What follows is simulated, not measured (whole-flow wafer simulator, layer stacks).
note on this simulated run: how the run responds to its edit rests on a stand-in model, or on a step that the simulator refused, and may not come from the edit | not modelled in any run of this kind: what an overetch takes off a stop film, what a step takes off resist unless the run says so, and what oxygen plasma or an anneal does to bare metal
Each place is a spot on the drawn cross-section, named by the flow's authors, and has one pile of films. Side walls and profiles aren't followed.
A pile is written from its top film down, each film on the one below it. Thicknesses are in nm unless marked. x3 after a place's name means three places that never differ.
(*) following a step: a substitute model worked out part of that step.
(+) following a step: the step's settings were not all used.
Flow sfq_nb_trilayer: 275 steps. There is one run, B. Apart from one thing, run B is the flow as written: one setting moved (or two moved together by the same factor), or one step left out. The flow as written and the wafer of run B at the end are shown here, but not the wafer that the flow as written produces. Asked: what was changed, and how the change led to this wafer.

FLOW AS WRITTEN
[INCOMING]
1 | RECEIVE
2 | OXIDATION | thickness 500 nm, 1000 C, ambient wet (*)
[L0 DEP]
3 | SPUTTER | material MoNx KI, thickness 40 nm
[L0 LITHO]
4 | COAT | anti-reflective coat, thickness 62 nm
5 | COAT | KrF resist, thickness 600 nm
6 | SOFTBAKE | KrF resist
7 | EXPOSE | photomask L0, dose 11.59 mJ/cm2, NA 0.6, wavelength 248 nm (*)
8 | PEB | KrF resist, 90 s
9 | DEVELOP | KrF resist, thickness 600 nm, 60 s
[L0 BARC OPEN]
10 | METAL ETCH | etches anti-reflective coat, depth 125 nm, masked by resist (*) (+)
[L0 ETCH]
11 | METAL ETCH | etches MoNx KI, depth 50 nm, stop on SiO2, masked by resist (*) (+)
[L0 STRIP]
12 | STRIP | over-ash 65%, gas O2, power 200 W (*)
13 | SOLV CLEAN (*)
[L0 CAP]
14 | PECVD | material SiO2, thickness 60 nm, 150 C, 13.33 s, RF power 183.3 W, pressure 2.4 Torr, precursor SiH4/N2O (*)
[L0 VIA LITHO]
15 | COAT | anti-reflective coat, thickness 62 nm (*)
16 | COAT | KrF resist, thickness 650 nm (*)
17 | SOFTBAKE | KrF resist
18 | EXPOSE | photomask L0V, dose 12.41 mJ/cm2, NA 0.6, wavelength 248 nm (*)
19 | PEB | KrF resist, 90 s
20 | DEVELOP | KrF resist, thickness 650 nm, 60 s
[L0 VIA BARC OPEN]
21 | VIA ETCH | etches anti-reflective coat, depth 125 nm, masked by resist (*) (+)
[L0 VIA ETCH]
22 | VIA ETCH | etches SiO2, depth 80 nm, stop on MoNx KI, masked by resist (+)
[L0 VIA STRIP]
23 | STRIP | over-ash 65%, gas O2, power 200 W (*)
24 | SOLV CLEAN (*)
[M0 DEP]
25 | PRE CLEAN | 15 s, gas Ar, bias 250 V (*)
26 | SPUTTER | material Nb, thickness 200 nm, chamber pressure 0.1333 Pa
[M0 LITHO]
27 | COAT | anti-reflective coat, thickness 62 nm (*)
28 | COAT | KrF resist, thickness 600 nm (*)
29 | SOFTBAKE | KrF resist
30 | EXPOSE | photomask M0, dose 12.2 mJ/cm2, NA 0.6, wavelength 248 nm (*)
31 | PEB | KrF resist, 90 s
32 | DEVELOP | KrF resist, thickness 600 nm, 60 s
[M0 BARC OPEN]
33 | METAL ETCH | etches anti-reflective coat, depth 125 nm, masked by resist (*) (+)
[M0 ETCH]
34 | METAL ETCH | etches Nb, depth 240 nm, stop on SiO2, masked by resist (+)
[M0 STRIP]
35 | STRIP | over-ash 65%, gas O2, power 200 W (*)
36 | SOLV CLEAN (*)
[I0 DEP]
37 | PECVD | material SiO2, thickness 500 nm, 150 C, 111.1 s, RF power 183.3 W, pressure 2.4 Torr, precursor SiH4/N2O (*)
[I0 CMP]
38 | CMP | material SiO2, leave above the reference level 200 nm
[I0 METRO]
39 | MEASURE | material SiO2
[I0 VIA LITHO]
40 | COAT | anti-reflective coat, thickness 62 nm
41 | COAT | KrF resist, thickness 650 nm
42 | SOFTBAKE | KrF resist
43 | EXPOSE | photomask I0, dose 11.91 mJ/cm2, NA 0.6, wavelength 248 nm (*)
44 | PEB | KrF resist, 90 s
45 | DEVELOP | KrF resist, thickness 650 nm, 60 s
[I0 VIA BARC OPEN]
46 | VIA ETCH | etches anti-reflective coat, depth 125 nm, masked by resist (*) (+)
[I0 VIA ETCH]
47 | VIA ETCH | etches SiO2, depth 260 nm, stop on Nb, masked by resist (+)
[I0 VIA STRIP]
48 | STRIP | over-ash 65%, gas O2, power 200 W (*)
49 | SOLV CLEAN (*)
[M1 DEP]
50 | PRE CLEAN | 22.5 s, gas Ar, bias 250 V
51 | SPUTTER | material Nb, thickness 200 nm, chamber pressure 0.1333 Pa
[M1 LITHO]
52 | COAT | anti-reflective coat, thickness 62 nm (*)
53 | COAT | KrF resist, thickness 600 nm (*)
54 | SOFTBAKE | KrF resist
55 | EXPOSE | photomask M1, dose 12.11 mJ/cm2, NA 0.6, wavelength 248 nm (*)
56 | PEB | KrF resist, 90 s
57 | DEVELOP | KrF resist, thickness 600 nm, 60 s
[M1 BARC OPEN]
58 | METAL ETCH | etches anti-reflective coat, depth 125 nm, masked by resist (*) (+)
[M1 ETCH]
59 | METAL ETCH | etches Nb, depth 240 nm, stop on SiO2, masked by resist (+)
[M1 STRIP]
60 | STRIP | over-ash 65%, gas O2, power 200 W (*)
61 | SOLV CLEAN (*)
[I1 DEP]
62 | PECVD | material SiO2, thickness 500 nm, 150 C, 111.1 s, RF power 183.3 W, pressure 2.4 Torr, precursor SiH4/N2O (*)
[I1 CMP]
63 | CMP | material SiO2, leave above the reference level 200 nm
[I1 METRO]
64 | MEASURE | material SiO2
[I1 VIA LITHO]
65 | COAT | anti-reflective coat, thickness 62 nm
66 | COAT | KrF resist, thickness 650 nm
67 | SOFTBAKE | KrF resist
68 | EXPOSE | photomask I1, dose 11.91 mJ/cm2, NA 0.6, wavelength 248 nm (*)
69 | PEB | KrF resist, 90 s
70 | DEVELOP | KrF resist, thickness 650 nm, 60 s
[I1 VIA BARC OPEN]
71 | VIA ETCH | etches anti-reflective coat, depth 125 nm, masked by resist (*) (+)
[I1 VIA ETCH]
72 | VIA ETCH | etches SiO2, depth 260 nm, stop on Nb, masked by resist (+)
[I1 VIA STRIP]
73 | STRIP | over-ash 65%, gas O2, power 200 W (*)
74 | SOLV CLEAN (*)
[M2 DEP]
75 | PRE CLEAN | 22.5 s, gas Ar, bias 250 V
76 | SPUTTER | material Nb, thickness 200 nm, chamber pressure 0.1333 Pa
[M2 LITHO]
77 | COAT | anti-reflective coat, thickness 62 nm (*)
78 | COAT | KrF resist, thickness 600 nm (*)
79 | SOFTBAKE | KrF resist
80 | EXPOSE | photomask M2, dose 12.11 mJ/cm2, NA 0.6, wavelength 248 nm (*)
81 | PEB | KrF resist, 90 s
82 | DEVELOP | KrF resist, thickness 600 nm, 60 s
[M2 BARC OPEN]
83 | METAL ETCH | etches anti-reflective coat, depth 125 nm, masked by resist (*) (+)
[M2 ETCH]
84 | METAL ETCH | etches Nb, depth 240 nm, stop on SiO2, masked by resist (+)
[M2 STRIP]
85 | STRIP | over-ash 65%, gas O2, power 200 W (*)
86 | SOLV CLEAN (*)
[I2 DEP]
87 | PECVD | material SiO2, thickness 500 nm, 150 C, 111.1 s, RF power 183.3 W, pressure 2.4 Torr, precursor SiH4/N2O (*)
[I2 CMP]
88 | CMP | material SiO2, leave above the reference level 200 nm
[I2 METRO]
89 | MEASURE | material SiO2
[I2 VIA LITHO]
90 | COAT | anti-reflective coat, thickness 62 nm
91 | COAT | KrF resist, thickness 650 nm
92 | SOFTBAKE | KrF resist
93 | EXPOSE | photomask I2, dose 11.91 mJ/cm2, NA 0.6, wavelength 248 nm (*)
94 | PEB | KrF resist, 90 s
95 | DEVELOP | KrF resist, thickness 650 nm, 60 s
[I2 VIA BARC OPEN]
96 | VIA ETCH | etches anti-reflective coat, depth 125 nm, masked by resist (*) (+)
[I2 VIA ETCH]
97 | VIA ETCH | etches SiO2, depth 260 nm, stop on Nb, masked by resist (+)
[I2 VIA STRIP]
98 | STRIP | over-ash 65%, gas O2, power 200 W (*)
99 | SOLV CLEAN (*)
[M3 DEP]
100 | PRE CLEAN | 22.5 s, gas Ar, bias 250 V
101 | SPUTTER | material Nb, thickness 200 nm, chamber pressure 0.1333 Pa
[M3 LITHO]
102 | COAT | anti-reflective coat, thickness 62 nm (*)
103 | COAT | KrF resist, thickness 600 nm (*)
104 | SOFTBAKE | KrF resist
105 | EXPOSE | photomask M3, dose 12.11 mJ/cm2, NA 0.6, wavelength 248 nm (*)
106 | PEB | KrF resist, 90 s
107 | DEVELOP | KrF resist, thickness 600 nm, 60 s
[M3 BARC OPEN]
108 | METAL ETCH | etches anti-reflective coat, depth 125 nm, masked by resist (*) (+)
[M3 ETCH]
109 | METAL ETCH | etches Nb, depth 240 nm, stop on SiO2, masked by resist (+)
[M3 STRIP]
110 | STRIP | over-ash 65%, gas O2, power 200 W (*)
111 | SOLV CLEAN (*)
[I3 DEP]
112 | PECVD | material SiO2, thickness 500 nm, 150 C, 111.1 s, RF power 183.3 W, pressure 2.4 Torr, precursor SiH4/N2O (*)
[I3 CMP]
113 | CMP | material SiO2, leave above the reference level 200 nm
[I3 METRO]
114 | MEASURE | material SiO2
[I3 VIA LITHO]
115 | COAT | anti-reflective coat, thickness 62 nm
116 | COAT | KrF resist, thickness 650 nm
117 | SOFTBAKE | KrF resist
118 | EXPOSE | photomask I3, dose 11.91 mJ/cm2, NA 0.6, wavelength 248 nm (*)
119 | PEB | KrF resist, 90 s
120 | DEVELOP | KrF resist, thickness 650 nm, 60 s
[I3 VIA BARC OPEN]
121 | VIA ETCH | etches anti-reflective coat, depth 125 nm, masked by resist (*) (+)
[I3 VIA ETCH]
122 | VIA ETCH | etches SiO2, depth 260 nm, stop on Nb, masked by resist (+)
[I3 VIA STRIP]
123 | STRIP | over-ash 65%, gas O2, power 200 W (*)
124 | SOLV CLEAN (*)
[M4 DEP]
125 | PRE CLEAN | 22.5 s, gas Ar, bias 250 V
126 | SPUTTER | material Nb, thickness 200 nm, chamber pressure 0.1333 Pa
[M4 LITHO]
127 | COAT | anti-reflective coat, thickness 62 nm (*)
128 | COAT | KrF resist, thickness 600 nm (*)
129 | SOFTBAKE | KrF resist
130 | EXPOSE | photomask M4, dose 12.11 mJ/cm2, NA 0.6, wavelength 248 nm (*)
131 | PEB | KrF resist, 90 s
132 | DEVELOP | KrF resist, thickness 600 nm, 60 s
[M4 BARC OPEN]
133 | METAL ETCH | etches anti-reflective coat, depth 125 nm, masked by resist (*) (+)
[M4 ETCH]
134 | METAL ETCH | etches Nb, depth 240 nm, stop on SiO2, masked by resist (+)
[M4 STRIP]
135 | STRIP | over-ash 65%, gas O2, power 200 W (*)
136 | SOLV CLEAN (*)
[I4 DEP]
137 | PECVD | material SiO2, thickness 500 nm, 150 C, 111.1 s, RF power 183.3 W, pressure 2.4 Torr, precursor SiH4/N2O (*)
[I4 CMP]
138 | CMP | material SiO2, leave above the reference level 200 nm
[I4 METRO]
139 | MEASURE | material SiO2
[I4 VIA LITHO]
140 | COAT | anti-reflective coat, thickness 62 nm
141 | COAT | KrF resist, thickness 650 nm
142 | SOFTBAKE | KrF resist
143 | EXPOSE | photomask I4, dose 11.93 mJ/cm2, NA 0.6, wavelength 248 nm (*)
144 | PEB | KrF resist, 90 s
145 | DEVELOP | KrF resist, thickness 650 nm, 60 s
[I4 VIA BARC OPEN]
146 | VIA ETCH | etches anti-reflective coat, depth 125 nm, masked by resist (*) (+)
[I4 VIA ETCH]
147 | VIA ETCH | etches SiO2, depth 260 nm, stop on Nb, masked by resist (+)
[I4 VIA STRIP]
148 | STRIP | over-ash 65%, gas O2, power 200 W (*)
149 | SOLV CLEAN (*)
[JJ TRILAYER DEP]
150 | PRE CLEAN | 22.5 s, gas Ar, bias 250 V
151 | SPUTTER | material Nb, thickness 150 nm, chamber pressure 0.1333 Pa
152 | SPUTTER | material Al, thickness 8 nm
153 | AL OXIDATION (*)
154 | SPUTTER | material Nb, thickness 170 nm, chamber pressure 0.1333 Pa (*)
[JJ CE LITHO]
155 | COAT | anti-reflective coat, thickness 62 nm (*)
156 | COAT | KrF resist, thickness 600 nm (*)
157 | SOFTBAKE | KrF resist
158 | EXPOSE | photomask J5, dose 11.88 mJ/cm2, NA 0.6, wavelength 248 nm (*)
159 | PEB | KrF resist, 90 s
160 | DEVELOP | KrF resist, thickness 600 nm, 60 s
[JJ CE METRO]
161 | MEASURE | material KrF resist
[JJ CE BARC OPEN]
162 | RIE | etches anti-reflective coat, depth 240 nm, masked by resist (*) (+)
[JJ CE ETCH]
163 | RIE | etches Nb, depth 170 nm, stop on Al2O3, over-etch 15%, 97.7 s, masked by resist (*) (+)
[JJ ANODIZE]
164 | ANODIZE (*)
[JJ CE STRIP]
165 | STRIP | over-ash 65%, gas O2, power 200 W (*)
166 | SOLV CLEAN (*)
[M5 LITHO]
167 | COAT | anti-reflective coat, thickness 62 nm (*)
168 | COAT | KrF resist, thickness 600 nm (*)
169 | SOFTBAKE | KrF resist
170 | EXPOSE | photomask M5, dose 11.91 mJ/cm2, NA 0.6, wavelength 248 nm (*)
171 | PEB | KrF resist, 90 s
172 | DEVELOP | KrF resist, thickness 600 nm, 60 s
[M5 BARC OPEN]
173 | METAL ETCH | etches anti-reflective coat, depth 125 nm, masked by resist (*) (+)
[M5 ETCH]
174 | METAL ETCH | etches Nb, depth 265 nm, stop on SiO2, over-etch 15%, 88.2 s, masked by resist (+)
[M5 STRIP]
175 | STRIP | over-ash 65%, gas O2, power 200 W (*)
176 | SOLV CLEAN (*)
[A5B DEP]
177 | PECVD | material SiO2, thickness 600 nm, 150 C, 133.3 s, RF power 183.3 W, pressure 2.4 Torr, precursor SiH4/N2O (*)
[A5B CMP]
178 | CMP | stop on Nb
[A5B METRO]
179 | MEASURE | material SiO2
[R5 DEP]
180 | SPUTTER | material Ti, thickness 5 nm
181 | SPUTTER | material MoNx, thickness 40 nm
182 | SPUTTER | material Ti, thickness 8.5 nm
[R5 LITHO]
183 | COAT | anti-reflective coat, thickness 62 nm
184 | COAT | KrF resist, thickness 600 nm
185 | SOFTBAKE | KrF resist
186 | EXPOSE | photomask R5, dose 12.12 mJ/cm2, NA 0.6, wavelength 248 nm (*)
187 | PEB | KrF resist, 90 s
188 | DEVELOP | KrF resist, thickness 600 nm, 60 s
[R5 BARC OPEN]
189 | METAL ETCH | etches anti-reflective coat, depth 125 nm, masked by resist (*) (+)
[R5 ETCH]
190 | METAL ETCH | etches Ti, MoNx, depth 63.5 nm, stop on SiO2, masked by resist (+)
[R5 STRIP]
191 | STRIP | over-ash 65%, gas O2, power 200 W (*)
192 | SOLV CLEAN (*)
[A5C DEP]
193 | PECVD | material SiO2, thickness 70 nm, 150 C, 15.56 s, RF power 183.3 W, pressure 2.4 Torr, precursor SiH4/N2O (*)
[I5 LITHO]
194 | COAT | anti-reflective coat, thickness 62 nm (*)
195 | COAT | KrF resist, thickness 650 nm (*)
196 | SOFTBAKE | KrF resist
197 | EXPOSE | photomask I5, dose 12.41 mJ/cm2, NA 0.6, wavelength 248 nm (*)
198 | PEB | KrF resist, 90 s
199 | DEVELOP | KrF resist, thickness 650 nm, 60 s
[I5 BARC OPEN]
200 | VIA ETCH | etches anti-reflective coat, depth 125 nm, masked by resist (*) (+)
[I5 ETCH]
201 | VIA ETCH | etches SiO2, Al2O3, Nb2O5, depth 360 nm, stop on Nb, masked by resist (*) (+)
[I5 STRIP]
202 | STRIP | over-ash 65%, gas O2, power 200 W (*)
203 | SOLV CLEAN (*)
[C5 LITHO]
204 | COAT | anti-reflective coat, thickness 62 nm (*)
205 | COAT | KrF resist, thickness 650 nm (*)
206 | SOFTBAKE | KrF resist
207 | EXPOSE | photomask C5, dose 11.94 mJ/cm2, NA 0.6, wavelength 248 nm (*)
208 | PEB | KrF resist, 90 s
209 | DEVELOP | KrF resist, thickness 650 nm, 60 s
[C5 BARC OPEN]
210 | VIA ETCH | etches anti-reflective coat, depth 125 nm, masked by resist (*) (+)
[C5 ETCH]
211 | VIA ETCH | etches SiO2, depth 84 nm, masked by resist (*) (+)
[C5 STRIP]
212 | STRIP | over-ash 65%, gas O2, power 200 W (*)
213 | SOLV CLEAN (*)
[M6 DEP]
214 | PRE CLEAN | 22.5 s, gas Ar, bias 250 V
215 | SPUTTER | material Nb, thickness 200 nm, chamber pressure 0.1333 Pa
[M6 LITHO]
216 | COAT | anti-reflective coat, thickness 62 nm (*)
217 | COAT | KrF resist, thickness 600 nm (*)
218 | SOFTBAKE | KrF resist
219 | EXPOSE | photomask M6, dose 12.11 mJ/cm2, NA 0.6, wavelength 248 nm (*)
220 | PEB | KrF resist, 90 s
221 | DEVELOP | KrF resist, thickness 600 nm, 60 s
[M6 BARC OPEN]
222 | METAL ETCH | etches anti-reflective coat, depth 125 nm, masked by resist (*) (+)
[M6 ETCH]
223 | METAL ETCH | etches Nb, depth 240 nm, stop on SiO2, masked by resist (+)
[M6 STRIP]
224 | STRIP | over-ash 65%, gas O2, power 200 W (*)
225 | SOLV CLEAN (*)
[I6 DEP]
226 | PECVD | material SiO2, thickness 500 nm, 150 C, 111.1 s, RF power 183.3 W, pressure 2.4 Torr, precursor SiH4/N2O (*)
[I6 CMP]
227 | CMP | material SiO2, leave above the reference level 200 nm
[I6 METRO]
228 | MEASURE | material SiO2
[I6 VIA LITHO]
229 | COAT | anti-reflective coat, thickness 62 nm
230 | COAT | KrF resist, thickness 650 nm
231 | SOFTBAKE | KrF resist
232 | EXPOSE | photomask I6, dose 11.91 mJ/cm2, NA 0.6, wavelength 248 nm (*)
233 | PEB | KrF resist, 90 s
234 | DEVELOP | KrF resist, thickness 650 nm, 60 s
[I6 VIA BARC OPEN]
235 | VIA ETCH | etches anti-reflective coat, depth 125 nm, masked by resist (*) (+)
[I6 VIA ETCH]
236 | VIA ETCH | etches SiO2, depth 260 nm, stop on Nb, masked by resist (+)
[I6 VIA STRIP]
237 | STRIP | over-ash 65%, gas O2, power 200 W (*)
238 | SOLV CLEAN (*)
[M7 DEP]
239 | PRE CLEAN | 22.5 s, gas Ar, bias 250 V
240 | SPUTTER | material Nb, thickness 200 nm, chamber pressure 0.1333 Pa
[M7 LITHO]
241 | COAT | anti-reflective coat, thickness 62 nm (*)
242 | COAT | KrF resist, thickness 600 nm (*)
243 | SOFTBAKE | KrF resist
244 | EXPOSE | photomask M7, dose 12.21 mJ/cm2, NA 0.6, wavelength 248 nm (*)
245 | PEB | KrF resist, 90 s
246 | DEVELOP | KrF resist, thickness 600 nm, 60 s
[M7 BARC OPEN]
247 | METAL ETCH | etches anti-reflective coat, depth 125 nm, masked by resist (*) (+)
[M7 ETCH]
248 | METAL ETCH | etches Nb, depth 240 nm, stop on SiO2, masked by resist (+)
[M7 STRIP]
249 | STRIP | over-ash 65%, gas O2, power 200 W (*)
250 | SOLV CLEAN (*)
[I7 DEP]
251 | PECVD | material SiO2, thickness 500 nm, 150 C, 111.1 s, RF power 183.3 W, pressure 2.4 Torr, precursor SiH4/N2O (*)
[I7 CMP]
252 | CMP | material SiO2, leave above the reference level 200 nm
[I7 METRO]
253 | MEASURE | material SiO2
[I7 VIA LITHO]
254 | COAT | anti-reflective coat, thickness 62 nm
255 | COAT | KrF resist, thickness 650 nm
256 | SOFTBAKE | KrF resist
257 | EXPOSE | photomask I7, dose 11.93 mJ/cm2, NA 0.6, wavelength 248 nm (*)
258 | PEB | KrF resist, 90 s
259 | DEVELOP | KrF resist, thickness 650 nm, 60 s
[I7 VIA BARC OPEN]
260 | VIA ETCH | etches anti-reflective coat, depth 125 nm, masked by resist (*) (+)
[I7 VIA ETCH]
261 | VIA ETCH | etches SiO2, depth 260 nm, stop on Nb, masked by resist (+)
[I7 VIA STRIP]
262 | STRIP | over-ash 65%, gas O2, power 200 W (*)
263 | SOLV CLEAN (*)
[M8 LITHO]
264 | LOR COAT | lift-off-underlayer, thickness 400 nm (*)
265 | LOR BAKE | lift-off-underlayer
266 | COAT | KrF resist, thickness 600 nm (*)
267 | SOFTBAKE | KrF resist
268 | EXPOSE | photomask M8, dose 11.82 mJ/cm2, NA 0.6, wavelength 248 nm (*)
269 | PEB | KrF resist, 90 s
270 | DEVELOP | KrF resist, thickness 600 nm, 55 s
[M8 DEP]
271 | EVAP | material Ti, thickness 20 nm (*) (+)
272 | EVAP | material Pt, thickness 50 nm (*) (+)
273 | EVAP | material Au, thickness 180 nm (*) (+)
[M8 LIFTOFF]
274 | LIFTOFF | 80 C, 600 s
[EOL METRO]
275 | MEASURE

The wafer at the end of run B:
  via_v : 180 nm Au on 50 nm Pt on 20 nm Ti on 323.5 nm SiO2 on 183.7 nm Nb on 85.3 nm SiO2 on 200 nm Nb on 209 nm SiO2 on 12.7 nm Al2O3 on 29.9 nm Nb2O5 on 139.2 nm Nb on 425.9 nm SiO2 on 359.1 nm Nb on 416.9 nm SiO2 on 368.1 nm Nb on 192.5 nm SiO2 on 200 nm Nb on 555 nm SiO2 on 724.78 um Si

What caused this: step 236, VIA ETCH: depth 107 nm was run, while the flow as written has depth 260 nm.

How this came from the change, step by step:
  236 | VIA ETCH | etches SiO2, depth 260 nm, stop on Nb, masked by resist (+)
      via_v: -107 SiO2 (in the flow as written it would be: -199.8 SiO2 (all of it))
      field_l, v_sur, via_wl and 102 more: -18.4 KrF resist (in the flow as written it would be: -44.8 KrF resist)
  237 | STRIP | over-ash 65%, gas O2, power 200 W (*)
      field_l, v_sur, via_wl and 102 more: -555 KrF resist (all of it), -62 anti-reflective coat (all of it) (in the flow as written it would be: -528.6 KrF resist (all of it), -62 anti-reflective coat (all of it))
  239 | PRE CLEAN | 22.5 s, gas Ar, bias 250 V
      via_v: -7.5 SiO2 (in the flow as written it would be: -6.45 Nb)
  240 | SPUTTER | material Nb, thickness 200 nm, chamber pressure 0.1333 Pa
      via_v: +183.7 Nb (new film) (in the flow as written it would be: +161.1 Nb)
  241 | COAT | anti-reflective coat, thickness 62 nm (*)
      via_sp: +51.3 anti-reflective coat (new film) (in the flow as written it would be: +53.1 anti-reflective coat (new film))
      via_v: +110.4 anti-reflective coat (new film) (in the flow as written it would be: +126 anti-reflective coat (new film))
      (also at 1 further place)
  242 | COAT | KrF resist, thickness 600 nm (*)
      via_v: +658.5 KrF resist (new film) (in the flow as written it would be: +742.5 KrF resist (new film))
  249 | STRIP | over-ash 65%, gas O2, power 200 W (*)
      via_sp: -382.7 KrF resist (all of it), -51.3 anti-reflective coat (all of it) (in the flow as written it would be: -373.6 KrF resist (all of it), -53.1 anti-reflective coat (all of it))
      via_v: -440.8 KrF resist (all of it), -110.4 anti-reflective coat (all of it) (in the flow as written it would be: -524.5 KrF resist (all of it), -126 anti-reflective coat (all of it))
      (also at 1 further place)
  251 | PECVD | material SiO2, thickness 500 nm, 150 C, 111.1 s, RF power 183.3 W, pressure 2.4 Torr, precursor SiH4/N2O (*)
      via_v: +500 SiO2 (new film) (in the flow as written it would be: +621 SiO2 (new film))
  252 | CMP | material SiO2, leave above the reference level 200 nm
      via_v: -176.5 SiO2 (in the flow as written it would be: -183.1 SiO2)
With metal films that touch counted as one body, via_v has 7 bodies (between them, from the top down: SiO2 323.5; SiO2 85.3; SiO2 209 / Al2O3 12.7 / Nb2O5 29.9; SiO2 425.9; SiO2 416.9; SiO2 192.5); the flow as written gives 6 bodies (between them, from the top down: SiO2 437.8; SiO2 209 / Al2O3 12.7 / Nb2O5 29.9; SiO2 425.9; SiO2 416.9; SiO2 192.5).
